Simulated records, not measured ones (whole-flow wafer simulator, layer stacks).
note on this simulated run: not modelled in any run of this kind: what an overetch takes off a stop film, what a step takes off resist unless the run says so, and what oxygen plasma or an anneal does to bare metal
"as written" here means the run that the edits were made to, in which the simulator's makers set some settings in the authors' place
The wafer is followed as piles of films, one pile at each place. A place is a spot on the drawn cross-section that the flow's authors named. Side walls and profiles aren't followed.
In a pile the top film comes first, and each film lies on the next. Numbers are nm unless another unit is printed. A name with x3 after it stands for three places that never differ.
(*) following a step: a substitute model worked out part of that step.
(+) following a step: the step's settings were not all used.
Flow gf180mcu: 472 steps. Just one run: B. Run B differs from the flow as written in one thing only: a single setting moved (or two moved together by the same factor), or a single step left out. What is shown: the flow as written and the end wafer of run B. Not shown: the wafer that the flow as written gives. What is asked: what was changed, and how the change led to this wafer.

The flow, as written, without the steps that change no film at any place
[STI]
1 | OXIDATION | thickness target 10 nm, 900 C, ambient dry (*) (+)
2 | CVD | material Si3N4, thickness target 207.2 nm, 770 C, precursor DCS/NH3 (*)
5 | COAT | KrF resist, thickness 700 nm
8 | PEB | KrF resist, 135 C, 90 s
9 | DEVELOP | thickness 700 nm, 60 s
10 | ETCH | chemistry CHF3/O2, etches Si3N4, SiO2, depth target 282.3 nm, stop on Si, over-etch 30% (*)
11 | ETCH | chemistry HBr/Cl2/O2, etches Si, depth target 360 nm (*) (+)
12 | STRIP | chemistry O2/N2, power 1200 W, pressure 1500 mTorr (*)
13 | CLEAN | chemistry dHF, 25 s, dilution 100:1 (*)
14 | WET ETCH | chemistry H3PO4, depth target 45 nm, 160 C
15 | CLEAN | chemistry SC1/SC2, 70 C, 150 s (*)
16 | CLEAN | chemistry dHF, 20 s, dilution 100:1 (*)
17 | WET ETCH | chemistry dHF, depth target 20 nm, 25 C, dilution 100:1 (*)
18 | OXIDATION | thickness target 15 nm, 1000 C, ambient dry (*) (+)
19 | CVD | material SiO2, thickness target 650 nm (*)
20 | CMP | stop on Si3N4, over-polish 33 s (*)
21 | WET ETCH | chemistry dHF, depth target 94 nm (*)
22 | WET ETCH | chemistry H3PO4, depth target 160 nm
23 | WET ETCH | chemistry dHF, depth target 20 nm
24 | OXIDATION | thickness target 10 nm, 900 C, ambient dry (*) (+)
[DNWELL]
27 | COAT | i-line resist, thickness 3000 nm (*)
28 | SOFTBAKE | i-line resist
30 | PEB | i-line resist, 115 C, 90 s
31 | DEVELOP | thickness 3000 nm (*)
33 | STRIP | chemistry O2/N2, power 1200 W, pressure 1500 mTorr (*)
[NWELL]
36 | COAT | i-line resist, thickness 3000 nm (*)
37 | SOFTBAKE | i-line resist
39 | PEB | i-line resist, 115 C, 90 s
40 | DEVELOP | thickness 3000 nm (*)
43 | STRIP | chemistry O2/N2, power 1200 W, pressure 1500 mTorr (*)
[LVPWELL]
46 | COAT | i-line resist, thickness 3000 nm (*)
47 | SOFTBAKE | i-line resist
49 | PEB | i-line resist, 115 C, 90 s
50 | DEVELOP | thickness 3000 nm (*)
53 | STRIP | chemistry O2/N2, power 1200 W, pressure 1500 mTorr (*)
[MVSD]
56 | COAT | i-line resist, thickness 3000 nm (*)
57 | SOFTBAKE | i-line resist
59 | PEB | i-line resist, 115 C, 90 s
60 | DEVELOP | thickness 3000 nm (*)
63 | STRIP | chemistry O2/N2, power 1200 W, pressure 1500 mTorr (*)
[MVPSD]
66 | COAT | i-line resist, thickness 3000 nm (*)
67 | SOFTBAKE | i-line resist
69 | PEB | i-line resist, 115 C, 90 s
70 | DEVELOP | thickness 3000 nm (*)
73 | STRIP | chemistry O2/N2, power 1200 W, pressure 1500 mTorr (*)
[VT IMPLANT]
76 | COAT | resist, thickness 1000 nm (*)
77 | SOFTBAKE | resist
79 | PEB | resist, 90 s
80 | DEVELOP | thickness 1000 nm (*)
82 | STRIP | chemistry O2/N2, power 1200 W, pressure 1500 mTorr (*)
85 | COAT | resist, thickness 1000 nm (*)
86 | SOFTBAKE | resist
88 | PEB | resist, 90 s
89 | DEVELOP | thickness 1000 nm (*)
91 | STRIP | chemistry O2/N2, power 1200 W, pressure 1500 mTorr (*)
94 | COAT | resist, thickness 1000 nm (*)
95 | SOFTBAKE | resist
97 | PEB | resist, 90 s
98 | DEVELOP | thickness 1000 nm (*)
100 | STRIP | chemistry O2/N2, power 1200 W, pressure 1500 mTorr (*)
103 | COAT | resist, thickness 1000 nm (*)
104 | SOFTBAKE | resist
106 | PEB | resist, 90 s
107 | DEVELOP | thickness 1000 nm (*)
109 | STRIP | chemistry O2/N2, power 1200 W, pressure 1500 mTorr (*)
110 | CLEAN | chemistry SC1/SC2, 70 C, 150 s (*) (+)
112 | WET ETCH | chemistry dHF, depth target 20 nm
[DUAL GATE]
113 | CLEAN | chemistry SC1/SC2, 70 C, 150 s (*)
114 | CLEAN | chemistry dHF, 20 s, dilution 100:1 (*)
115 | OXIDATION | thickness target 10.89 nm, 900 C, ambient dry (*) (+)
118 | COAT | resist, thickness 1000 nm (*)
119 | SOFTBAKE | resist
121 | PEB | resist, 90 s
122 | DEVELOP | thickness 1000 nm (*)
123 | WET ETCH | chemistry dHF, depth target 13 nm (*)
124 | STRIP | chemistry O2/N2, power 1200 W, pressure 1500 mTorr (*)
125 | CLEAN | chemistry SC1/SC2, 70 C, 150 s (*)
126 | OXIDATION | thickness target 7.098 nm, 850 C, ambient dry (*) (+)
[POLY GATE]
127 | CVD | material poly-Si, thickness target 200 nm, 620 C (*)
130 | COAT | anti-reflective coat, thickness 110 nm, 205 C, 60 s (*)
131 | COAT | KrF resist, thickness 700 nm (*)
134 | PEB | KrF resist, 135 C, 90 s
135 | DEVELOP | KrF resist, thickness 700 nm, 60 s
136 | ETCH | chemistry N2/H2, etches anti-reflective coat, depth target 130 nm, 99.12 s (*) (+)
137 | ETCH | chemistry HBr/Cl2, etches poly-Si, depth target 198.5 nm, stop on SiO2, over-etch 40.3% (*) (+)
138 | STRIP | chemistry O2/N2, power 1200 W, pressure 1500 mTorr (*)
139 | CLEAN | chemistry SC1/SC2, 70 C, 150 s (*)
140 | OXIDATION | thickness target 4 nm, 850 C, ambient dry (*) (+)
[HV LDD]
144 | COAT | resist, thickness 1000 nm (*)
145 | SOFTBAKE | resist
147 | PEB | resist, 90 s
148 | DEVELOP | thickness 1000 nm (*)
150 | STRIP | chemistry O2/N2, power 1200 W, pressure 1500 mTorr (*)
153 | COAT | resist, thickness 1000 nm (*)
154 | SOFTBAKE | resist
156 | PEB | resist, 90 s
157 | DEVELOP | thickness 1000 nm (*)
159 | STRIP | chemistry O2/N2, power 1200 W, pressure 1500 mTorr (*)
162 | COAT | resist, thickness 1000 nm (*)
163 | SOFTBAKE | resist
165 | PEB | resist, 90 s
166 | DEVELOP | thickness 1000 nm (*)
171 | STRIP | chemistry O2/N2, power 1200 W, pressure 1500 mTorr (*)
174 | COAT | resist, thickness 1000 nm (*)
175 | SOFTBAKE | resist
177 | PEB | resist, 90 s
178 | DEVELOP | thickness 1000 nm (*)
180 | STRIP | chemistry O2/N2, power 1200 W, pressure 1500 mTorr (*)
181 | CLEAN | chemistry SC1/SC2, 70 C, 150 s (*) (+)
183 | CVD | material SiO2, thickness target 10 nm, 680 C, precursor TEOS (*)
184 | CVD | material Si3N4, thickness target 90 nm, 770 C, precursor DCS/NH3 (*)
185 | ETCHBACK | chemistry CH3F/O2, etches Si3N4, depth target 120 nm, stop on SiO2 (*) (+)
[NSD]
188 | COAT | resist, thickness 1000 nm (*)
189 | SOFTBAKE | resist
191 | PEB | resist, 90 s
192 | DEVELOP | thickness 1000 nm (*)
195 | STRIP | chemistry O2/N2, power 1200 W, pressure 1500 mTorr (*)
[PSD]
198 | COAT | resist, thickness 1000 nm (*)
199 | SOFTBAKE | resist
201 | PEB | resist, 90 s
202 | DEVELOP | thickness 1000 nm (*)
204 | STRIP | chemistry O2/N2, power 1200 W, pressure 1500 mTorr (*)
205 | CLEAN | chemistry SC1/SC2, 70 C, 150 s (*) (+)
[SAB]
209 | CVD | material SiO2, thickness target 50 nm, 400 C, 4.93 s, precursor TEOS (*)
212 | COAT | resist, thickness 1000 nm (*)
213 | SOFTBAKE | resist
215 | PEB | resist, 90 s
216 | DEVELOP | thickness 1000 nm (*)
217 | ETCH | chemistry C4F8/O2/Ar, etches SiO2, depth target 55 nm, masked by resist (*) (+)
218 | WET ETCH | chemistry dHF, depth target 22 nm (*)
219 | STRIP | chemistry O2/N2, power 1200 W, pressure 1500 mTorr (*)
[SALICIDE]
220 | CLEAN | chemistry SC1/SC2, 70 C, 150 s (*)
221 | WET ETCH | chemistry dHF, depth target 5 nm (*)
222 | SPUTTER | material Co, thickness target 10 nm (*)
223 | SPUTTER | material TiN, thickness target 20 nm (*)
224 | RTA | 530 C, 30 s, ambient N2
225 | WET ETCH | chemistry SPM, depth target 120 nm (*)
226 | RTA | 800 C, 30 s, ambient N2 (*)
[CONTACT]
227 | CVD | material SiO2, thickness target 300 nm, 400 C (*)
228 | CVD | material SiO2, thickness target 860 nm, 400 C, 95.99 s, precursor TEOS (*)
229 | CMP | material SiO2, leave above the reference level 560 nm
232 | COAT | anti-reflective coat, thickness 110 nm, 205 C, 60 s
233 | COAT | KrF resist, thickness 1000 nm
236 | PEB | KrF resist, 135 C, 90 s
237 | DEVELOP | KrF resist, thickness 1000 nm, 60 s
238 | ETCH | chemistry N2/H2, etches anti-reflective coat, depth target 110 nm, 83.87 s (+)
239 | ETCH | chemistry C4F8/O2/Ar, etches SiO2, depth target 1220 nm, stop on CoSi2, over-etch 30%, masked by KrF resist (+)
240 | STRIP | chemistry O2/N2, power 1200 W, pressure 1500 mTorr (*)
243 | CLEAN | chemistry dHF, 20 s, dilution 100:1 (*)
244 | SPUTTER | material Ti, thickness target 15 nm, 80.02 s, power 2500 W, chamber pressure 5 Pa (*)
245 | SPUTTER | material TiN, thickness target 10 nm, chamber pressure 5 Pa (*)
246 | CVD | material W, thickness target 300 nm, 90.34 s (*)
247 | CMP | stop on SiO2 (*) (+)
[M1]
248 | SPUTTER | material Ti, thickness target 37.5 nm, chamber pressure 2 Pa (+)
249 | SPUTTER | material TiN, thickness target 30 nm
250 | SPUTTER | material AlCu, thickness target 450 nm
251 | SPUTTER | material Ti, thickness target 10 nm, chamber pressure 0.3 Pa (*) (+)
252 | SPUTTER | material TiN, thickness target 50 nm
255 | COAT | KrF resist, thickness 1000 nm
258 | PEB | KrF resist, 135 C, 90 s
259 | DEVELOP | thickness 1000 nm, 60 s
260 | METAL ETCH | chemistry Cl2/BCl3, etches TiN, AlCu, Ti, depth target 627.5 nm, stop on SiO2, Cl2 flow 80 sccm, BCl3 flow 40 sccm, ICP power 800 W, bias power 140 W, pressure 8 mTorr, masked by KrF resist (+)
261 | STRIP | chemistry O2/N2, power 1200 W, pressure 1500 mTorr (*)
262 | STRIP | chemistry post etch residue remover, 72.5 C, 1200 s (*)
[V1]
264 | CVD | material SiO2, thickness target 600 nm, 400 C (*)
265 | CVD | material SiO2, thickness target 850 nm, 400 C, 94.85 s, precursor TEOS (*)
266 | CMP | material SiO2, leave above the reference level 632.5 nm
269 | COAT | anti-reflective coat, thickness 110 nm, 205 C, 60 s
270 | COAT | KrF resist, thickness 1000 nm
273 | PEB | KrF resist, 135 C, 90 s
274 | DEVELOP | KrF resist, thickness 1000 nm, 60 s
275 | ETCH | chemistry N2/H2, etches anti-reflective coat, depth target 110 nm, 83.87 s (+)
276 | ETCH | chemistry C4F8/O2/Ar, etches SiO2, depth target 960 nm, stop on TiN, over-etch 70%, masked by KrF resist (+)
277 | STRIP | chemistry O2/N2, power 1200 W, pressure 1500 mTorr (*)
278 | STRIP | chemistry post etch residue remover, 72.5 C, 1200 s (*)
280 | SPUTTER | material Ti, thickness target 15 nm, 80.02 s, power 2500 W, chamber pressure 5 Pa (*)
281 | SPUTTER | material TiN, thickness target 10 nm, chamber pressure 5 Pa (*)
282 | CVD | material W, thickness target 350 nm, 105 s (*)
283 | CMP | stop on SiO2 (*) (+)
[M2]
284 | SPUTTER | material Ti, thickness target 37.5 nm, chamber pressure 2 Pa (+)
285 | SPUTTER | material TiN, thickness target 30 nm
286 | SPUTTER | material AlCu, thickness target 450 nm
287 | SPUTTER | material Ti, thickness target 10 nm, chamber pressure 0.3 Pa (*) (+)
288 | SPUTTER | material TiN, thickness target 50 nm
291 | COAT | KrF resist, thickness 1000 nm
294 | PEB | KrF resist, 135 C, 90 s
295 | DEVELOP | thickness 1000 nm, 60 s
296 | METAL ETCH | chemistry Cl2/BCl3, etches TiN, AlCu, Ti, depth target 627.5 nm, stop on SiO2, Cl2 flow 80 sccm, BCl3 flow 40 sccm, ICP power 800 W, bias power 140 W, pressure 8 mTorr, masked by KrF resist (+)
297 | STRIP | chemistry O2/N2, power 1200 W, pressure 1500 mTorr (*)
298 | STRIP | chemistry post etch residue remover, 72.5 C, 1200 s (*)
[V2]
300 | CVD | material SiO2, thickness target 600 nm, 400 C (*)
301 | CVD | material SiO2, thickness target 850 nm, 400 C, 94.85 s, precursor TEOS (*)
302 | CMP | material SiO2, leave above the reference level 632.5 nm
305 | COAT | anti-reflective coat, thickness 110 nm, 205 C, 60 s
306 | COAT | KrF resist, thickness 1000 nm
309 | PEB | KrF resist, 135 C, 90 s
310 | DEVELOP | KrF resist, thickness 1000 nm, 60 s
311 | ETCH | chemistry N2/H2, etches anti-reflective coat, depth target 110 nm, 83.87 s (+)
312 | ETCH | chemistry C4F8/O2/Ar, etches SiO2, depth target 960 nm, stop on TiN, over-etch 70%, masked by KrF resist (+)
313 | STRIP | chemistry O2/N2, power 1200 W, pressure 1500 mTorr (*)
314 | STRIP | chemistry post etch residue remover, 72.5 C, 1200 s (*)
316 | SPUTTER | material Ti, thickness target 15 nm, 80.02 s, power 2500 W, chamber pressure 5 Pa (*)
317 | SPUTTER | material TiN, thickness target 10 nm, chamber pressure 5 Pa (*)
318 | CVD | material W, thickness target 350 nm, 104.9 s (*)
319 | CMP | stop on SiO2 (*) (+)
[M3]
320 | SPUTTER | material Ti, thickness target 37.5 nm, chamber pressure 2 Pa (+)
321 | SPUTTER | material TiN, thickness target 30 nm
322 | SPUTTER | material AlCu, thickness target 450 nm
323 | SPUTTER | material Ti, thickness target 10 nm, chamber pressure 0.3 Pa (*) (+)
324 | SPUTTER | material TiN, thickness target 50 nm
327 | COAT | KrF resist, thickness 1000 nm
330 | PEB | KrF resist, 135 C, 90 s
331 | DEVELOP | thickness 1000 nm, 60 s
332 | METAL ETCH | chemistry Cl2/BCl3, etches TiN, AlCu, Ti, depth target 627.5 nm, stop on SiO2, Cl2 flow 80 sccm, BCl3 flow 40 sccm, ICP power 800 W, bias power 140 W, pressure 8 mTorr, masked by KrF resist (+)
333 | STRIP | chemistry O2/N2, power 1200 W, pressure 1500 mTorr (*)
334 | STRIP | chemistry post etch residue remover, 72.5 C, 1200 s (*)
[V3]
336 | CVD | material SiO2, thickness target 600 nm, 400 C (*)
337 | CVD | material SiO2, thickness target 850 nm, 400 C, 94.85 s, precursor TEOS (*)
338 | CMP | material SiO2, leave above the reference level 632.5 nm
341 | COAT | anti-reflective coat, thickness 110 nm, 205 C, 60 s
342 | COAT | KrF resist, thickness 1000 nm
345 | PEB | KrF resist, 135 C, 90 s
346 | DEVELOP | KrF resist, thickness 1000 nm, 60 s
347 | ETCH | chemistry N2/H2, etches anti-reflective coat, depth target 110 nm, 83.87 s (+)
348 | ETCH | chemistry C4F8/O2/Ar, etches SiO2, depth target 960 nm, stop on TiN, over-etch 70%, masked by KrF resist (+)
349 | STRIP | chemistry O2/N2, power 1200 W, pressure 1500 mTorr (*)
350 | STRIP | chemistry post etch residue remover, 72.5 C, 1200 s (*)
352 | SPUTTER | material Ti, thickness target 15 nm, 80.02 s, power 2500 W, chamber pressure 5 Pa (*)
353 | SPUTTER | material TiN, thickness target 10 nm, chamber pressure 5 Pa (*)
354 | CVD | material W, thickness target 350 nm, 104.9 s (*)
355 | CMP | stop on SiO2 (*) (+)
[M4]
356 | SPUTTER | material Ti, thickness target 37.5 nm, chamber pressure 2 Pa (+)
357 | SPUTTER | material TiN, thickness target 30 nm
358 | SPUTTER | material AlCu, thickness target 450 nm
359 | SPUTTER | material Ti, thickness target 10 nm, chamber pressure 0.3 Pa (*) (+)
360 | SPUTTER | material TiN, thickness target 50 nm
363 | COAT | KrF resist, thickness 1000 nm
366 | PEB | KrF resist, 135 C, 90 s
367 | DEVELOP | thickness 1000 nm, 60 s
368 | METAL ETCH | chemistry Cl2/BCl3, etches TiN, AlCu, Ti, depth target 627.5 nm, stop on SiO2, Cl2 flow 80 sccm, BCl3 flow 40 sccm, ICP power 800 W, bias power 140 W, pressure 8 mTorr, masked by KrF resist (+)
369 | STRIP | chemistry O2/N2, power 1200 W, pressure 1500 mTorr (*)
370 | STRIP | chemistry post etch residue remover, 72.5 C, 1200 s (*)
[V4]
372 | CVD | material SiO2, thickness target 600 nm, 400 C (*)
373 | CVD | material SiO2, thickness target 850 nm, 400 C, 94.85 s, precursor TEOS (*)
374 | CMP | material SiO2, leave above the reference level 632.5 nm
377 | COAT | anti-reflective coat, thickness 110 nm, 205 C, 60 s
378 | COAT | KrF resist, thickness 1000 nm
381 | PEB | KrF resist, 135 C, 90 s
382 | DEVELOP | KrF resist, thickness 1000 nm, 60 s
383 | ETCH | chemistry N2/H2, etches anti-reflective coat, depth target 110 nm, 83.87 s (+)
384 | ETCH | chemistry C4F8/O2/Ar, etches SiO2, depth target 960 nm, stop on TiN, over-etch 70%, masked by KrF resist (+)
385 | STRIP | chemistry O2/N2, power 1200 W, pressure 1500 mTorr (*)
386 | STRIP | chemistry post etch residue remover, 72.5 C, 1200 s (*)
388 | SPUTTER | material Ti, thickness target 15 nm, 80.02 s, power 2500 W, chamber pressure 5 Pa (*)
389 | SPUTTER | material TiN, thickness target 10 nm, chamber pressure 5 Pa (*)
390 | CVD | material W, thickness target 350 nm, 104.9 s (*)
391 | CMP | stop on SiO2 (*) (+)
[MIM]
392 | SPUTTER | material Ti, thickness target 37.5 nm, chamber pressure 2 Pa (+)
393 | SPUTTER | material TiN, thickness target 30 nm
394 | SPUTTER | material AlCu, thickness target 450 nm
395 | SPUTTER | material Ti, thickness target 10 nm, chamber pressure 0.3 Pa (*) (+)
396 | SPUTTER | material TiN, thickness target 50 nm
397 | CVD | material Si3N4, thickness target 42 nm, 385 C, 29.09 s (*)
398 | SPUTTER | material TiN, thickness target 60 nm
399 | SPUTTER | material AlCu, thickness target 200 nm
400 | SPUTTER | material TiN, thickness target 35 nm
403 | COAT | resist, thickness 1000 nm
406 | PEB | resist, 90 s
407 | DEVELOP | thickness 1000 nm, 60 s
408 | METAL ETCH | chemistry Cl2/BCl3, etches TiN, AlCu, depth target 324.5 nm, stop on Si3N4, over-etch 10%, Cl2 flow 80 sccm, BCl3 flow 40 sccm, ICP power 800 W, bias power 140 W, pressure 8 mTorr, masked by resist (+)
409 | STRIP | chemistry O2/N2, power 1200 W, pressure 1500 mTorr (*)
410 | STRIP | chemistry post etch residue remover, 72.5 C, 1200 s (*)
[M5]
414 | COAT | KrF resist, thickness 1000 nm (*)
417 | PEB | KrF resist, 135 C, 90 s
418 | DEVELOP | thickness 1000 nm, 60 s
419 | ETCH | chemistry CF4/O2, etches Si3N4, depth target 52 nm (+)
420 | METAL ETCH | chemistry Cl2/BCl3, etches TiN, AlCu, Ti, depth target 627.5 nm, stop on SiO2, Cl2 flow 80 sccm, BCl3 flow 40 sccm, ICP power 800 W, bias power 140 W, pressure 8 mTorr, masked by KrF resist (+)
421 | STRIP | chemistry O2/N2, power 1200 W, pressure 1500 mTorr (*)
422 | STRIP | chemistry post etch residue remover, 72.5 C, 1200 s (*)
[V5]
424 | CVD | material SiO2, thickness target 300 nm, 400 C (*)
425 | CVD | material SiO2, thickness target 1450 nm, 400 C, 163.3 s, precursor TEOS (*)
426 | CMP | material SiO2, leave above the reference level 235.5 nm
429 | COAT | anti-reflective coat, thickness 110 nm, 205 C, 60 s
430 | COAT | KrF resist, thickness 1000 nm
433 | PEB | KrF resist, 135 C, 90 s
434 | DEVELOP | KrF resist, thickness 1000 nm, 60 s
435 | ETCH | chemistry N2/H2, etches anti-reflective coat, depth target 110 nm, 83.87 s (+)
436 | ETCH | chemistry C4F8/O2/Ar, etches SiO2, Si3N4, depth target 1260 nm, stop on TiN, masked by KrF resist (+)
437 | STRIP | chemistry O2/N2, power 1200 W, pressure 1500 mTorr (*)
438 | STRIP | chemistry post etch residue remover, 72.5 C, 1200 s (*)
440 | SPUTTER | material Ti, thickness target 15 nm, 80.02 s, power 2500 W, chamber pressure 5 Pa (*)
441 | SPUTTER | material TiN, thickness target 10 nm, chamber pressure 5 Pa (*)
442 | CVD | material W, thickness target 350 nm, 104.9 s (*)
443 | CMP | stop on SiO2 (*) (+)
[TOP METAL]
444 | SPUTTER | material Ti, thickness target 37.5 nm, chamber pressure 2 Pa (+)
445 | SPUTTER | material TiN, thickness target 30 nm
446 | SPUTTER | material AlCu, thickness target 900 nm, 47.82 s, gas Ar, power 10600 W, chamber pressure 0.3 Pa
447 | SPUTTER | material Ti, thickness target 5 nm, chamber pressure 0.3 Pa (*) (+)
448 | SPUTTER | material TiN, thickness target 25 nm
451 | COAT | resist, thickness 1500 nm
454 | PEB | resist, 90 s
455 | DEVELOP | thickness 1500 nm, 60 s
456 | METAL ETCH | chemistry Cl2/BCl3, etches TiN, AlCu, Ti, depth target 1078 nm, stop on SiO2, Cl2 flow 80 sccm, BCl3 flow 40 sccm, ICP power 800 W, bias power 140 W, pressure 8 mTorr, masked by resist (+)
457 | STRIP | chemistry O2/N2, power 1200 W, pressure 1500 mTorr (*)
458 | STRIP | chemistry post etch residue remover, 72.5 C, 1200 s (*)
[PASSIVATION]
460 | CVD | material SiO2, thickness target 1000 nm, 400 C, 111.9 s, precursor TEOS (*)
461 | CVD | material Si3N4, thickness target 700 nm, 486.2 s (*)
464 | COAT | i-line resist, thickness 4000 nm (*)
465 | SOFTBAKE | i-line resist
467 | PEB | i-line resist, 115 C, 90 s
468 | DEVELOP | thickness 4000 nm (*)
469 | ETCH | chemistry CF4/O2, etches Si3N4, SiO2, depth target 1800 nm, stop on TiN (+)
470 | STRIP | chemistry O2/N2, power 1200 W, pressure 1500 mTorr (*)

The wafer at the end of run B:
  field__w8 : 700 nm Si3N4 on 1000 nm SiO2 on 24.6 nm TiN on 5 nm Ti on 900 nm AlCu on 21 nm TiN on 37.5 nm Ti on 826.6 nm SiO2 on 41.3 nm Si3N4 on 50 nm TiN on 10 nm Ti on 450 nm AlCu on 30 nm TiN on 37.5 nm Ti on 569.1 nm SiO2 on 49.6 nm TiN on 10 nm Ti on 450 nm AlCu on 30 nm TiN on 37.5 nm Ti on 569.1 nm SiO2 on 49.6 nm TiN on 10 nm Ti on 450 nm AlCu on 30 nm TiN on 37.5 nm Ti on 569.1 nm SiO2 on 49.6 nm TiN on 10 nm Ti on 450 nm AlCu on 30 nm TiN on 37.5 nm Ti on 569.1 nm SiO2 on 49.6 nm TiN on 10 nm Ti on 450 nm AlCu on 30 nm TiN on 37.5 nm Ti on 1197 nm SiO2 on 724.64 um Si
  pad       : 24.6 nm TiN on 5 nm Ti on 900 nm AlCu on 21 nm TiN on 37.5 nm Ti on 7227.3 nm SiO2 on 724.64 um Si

What caused this: step 445, SPUTTER: thickness target 21 nm was run, while the flow as written has thickness target 30 nm.
The wafer lets one read it off: field__w8 has TiN 21, and step 445 as written asks for 30 nm.

The path from the change to this, step by step:
  445 | SPUTTER | material TiN, thickness target 30 nm
      field, field__w1, field__w2 and 109 more: +21 TiN (new film) (it would be, as written: +30 TiN (new film))
  456 | METAL ETCH | chemistry Cl2/BCl3, etches TiN, AlCu, Ti, depth target 1078 nm, stop on SiO2, Cl2 flow 80 sccm, BCl3 flow 40 sccm, ICP power 800 W, bias power 140 W, pressure 8 mTorr, masked by resist (+)
      field, field__w1, field__w2 and 103 more: -25 TiN (all of it), -5 Ti (all of it), -900 AlCu (all of it), -21 TiN (all of it), -37.5 Ti (all of it) (it would be, as written: -25 TiN (all of it), -5 Ti (all of it), -900 AlCu (all of it), -30 TiN (all of it), -37.5 Ti (all of it))
